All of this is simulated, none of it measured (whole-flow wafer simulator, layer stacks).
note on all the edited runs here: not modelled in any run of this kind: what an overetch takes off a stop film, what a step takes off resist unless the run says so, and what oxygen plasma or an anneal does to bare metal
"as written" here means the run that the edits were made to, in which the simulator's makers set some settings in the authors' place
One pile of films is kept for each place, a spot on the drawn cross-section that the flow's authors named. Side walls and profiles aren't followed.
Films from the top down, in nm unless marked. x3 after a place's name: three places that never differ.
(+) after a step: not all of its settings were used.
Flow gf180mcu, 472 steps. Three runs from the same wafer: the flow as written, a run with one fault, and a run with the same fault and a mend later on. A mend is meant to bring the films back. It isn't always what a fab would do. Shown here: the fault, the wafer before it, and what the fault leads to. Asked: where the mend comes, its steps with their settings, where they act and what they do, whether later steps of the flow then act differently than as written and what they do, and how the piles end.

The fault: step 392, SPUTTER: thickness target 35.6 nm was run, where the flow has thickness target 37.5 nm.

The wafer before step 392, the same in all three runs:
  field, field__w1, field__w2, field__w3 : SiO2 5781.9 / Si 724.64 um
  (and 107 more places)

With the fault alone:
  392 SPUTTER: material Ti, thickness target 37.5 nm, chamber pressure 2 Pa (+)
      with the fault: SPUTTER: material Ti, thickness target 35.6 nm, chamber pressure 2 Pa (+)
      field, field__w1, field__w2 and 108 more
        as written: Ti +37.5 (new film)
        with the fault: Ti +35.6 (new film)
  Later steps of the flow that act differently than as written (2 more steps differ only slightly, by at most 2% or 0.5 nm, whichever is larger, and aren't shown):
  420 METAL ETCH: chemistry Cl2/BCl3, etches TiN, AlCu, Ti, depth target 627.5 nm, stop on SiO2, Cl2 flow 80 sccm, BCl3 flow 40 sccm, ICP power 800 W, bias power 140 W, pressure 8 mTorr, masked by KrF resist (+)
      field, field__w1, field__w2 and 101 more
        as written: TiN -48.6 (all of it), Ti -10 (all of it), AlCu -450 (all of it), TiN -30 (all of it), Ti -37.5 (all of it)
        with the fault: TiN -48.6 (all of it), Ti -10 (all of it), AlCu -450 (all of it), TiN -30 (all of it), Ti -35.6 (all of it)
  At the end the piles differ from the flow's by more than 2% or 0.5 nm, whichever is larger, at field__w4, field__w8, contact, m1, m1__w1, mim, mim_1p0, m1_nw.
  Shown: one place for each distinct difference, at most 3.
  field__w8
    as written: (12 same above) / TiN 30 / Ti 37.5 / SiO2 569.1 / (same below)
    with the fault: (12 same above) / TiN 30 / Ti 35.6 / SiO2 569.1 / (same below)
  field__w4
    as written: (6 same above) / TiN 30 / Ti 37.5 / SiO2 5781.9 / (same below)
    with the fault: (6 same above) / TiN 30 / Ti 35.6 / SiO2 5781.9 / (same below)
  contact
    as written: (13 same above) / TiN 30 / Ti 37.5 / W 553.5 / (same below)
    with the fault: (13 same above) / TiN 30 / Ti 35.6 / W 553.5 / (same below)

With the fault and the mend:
  The mend comes after step 392.
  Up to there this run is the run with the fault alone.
  392a SPUTTER: material Ti, thickness target 1.9 nm, chamber pressure 2 Pa (+) (the flow's step 392 once more, with other settings)
      field, field__w1, field__w2 and 108 more
        Ti +1.9
  No later step of the flow acts differently than as written at any place that is followed.
  At the end the piles are the same as the flow's at every place that both follow.
